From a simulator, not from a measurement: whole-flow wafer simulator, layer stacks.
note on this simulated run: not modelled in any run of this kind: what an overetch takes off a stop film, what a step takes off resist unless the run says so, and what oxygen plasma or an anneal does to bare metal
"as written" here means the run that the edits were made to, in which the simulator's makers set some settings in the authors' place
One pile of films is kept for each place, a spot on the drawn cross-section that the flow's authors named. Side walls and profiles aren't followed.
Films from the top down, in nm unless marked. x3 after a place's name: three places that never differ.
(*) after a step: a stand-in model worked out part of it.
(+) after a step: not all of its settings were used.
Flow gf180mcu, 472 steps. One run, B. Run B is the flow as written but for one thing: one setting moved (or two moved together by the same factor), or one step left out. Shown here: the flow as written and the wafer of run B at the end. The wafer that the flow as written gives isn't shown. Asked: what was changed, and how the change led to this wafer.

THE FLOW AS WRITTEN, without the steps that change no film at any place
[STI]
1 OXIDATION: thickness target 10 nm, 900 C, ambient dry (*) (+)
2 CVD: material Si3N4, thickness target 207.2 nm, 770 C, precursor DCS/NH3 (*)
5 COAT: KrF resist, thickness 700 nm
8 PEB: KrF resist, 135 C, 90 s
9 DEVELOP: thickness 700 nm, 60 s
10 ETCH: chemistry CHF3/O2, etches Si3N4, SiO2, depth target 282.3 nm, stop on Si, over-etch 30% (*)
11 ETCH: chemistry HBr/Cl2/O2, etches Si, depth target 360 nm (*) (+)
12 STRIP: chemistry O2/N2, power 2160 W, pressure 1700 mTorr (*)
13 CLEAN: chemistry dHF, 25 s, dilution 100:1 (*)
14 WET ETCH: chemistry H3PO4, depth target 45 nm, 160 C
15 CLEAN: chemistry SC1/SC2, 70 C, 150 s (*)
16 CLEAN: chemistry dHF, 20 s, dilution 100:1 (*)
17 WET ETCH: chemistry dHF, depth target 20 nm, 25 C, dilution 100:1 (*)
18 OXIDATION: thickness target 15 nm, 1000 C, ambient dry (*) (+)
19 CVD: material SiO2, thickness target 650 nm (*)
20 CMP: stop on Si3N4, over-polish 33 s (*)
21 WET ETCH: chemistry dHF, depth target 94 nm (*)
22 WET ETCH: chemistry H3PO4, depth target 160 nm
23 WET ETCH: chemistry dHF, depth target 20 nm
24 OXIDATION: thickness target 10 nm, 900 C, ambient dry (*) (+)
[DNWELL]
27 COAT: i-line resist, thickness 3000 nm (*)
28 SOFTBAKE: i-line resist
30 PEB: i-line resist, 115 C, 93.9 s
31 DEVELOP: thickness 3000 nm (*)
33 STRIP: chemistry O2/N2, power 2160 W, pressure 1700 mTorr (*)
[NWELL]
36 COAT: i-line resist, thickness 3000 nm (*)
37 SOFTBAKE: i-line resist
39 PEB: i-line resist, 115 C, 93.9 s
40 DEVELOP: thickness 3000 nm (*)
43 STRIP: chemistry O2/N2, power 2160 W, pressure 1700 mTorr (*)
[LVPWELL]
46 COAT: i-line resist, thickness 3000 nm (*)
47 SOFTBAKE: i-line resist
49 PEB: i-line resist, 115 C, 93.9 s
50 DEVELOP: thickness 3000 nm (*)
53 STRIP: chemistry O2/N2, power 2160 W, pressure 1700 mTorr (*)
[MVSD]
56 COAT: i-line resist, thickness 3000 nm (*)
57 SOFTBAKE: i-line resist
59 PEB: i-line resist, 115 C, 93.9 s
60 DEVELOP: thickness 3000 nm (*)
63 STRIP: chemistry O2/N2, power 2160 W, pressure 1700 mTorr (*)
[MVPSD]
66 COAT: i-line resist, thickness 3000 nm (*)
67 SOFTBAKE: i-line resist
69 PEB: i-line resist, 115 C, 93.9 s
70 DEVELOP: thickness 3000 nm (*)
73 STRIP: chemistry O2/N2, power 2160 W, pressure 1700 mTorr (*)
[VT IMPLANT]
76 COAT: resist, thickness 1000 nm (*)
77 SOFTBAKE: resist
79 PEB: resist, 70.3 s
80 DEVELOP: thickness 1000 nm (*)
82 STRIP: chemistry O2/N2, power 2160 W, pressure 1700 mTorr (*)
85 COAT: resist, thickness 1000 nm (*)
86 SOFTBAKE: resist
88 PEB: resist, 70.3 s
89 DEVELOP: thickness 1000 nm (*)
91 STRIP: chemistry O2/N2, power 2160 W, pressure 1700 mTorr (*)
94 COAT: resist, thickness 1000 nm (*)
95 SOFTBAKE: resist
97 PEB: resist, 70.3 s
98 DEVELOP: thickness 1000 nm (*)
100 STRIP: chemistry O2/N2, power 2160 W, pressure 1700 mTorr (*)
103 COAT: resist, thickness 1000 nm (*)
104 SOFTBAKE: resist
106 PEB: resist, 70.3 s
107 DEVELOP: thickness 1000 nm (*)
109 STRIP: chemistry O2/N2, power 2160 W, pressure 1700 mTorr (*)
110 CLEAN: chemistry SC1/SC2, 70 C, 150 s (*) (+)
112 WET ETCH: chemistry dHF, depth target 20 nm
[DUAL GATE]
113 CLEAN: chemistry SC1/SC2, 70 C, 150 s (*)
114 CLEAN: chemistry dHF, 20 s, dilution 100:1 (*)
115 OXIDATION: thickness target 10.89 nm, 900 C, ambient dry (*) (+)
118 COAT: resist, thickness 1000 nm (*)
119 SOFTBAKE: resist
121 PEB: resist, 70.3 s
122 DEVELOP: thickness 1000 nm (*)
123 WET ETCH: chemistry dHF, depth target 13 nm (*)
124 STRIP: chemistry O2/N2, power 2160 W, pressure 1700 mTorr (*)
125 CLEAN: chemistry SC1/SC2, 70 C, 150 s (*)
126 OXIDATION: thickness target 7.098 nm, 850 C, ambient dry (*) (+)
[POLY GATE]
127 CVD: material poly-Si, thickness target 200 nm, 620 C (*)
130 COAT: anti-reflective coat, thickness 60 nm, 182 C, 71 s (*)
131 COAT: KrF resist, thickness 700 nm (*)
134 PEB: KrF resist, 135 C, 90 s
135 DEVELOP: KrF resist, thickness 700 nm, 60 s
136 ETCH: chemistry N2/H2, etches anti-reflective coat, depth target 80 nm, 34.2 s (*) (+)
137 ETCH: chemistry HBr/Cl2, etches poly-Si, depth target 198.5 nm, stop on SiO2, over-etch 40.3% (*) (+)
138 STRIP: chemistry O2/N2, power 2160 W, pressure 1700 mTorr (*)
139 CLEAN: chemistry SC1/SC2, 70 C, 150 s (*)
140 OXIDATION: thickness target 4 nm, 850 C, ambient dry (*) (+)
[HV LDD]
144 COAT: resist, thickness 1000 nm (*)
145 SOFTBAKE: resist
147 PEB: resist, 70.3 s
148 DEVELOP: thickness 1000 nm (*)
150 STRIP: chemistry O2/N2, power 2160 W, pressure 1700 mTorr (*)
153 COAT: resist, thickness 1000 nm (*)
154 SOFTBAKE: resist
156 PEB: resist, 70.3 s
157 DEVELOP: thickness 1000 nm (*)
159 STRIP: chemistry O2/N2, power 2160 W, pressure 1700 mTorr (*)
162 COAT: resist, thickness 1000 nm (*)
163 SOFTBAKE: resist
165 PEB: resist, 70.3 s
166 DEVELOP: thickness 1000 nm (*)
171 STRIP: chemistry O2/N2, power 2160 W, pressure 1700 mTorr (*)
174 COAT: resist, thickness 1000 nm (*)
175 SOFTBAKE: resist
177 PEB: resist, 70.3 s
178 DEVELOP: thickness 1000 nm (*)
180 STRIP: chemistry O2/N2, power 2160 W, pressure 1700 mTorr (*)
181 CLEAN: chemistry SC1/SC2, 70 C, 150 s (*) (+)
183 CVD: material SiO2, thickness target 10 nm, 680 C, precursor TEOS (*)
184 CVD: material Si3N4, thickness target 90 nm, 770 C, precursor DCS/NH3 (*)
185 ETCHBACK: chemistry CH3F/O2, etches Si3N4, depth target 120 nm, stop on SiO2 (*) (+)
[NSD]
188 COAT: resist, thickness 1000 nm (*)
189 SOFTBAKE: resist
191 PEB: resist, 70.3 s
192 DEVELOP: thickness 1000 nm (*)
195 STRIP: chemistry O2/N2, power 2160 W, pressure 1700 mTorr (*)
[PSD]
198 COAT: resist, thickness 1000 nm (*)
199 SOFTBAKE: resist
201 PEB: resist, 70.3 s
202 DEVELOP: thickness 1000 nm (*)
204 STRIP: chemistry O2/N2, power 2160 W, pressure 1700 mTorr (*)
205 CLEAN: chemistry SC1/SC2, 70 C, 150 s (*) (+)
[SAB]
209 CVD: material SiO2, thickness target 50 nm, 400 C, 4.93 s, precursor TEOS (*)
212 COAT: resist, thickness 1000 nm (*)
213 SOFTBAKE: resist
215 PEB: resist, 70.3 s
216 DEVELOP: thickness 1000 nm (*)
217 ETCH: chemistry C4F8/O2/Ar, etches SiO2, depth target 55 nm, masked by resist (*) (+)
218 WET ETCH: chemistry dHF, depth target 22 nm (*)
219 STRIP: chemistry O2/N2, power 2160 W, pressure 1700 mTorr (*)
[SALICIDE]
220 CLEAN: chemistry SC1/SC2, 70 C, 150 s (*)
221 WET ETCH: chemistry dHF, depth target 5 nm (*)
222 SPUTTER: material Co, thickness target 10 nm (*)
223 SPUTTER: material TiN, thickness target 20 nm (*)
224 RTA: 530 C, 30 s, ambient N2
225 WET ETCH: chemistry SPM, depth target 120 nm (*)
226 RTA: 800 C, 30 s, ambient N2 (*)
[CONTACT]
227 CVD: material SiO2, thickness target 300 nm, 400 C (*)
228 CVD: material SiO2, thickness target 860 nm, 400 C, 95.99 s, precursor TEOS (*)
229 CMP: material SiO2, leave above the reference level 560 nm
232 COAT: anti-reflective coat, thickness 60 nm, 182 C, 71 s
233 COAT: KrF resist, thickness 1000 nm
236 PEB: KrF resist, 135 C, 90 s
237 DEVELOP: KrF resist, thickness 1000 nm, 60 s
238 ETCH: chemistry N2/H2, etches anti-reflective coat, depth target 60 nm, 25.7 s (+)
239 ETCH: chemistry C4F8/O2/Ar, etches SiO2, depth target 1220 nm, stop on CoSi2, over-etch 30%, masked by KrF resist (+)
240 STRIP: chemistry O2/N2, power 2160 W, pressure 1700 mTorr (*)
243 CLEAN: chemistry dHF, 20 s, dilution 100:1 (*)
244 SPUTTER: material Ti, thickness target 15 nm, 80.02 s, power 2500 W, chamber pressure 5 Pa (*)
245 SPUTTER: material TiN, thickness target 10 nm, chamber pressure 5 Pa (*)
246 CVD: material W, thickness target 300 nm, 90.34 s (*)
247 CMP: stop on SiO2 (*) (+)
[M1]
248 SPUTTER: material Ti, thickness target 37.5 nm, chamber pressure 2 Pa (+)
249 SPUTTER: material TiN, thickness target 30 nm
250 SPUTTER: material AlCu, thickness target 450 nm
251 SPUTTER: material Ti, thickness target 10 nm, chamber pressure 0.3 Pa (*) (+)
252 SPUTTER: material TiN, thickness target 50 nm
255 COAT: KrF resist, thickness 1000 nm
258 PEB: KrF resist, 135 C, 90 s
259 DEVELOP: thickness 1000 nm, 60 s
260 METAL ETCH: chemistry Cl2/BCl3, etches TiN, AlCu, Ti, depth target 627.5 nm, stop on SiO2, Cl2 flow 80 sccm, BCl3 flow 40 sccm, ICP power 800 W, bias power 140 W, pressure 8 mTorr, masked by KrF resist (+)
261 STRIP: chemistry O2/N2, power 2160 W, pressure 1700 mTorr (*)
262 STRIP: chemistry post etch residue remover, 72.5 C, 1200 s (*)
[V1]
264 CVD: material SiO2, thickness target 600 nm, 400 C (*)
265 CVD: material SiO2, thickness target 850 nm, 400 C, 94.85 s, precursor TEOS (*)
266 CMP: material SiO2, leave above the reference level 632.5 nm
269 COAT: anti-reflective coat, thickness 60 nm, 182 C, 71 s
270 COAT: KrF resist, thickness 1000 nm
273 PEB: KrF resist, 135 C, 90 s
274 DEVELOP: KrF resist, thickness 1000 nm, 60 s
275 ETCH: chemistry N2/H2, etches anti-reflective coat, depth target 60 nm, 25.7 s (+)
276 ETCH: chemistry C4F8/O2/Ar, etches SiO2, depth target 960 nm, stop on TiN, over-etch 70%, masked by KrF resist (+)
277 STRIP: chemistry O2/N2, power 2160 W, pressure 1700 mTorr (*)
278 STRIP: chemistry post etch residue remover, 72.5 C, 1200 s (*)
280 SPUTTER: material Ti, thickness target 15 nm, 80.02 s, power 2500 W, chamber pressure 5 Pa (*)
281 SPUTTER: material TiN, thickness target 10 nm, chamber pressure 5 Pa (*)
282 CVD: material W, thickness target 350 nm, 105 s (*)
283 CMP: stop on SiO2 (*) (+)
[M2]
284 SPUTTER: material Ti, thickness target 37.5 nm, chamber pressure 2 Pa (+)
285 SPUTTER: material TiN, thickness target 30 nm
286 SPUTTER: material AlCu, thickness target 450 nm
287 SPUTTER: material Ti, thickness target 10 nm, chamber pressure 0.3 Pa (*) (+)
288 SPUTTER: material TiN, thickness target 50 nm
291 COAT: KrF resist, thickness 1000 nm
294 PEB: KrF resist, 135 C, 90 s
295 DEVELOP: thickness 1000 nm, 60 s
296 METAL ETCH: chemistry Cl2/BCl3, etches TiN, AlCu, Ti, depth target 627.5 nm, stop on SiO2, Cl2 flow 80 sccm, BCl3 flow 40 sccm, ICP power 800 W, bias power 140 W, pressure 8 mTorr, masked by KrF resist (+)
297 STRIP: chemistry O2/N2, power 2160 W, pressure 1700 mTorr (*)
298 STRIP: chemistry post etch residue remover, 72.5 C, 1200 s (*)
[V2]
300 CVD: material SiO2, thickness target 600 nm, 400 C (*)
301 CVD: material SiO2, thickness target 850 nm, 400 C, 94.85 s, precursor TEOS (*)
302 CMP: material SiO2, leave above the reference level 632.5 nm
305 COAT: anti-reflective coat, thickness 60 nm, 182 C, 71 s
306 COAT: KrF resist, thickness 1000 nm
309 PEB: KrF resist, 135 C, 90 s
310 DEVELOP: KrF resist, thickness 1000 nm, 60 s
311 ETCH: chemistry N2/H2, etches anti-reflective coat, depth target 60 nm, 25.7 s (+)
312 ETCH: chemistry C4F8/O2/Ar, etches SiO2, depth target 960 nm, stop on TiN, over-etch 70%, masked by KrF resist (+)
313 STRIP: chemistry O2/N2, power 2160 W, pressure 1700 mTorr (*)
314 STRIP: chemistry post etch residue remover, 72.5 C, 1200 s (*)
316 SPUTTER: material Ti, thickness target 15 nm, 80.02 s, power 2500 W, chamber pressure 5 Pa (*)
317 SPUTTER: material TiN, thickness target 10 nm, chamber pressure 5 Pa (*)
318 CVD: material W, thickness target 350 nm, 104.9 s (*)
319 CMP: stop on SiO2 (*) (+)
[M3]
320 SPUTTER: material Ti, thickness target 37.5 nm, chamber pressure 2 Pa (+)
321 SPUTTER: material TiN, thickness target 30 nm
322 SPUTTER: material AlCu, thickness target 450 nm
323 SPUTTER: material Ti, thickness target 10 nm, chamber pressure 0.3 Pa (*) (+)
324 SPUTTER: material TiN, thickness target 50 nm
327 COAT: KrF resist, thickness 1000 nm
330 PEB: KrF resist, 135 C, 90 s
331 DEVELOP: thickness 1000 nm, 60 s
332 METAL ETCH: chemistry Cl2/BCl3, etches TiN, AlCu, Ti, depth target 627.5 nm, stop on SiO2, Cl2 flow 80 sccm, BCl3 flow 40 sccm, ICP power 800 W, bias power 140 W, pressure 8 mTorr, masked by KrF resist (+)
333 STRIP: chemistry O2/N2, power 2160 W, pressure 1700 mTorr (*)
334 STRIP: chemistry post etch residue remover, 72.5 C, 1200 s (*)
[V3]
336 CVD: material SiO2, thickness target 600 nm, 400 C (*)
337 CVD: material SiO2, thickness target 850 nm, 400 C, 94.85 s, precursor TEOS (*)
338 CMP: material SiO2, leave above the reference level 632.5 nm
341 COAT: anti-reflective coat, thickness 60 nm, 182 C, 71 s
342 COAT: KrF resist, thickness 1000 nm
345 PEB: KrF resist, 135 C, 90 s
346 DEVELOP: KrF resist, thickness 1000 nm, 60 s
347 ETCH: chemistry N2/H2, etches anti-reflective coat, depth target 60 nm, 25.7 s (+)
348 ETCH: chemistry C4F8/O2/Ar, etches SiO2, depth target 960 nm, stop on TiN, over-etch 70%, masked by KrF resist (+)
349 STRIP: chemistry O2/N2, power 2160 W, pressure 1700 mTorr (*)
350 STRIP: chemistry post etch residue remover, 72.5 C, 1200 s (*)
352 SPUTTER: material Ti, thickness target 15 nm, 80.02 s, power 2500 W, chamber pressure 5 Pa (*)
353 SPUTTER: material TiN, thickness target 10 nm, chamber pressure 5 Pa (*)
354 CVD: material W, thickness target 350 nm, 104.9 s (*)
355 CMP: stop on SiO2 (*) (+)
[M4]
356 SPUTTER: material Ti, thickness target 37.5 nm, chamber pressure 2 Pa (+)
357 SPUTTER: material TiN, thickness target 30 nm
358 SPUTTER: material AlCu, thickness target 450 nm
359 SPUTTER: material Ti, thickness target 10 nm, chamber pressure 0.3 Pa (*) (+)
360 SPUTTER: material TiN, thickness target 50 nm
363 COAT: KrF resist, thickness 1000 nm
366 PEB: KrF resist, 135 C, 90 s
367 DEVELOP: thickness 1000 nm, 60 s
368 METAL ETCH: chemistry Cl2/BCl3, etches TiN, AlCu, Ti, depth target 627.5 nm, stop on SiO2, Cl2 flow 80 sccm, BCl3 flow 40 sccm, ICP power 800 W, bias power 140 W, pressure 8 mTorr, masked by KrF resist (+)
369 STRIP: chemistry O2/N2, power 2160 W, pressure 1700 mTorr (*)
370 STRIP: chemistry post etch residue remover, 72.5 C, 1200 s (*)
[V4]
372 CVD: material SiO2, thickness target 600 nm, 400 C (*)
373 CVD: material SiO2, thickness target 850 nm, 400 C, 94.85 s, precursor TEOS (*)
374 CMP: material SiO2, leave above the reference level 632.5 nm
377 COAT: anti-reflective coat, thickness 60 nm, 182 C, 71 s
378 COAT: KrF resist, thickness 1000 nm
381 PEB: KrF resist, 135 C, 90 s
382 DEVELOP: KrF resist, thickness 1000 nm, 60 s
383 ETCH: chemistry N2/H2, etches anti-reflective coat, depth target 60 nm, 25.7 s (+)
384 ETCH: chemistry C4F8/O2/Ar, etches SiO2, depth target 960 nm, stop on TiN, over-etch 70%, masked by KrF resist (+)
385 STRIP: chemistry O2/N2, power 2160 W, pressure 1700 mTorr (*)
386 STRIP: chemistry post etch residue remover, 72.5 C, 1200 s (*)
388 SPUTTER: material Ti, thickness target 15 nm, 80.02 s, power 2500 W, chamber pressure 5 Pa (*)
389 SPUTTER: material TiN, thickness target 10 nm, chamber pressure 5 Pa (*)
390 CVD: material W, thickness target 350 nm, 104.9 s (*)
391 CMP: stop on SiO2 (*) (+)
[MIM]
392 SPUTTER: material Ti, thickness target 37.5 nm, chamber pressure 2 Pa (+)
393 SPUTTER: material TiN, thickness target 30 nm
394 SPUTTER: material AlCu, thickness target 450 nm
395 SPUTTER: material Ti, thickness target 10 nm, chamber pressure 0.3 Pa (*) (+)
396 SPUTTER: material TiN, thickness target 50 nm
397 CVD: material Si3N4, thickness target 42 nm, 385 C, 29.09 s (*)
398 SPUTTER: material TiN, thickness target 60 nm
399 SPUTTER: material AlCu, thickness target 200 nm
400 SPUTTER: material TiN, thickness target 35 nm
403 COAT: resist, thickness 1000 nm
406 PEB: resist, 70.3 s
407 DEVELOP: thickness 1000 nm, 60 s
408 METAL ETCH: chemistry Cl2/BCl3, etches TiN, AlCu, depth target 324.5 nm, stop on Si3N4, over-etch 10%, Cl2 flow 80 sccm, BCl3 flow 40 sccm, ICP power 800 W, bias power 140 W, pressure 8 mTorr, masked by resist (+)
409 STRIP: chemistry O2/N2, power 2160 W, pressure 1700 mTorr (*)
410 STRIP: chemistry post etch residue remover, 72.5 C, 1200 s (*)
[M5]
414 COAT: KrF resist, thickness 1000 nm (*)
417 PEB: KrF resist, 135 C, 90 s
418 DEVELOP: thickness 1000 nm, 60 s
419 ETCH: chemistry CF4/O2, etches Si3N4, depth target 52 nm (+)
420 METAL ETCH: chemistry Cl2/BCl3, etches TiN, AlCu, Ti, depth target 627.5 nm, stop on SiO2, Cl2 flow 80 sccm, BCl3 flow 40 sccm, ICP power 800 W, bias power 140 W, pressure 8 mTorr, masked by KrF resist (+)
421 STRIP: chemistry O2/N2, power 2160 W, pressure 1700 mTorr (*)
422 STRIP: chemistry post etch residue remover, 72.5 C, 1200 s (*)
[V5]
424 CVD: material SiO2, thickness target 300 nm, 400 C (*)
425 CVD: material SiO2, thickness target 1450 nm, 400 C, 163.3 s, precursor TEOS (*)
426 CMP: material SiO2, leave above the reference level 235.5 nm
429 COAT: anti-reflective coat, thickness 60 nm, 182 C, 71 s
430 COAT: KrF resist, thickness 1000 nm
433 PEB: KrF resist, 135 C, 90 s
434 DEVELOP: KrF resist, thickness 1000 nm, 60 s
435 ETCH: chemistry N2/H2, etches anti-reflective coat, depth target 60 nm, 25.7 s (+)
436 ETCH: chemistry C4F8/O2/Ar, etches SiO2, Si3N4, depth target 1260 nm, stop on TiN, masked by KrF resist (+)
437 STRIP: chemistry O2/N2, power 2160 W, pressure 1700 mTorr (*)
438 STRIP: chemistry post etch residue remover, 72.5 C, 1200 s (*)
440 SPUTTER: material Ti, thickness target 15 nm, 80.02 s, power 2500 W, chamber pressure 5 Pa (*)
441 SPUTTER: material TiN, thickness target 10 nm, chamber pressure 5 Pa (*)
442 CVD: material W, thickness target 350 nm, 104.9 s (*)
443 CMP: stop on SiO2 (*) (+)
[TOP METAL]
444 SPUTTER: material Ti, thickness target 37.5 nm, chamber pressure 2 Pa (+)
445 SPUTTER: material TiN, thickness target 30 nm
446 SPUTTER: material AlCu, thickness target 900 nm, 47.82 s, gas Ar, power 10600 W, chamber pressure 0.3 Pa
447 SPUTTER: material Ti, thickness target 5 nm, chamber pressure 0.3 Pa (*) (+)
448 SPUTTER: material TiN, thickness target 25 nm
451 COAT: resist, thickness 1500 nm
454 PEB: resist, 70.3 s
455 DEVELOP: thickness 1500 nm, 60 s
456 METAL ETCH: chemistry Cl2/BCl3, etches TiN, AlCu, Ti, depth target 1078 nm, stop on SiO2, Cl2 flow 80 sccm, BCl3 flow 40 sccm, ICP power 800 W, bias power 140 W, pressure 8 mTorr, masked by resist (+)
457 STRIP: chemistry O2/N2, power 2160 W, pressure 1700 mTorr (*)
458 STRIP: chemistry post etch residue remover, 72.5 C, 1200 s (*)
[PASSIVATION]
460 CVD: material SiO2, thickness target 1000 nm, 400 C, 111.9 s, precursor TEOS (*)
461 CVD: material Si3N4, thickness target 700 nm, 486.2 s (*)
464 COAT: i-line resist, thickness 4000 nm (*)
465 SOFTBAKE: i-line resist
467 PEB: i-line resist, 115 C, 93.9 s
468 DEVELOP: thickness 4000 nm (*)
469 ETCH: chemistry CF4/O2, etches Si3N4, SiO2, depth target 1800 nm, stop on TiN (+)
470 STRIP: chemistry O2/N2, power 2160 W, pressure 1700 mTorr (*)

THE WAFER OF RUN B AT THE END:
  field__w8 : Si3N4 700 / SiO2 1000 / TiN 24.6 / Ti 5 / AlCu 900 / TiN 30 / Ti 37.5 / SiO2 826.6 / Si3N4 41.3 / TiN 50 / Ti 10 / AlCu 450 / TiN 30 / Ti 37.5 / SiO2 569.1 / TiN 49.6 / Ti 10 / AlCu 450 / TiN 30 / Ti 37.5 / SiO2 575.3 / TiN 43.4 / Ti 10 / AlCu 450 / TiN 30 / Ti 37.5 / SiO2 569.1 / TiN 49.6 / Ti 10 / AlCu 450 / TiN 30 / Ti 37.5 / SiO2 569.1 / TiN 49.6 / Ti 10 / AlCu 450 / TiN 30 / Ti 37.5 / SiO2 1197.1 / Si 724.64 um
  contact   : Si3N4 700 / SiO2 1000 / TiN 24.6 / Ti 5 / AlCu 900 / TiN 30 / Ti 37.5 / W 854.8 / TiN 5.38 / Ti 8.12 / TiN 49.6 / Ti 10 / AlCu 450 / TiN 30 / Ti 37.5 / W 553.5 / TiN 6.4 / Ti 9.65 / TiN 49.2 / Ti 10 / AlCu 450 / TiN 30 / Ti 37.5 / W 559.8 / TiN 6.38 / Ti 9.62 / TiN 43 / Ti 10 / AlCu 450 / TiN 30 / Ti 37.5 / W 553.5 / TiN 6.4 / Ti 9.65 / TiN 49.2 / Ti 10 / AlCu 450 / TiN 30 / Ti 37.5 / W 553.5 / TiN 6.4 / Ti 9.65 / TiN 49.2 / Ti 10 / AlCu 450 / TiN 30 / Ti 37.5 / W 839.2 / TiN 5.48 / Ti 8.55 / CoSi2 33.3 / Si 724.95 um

The cause: step 324, SPUTTER: thickness target 43.8 nm was run, where the flow has thickness target 50 nm.

How the change led to this, step by step:
  324 SPUTTER: material TiN, thickness target 50 nm
      field, field__w1, field__w2 and 108 more: TiN +43.8 (new film) (as written it would be: TiN +50 (new film))
  332 METAL ETCH: chemistry Cl2/BCl3, etches TiN, AlCu, Ti, depth target 627.5 nm, stop on SiO2, Cl2 flow 80 sccm, BCl3 flow 40 sccm, ICP power 800 W, bias power 140 W, pressure 8 mTorr, masked by KrF resist (+)
      field, field__w1, field__w2 and 103 more: TiN -43.8 (all of it), Ti -10 (all of it), AlCu -450 (all of it), TiN -30 (all of it), Ti -37.5 (all of it) (as written it would be: TiN -50 (all of it), Ti -10 (all of it), AlCu -450 (all of it), TiN -30 (all of it), Ti -37.5 (all of it))
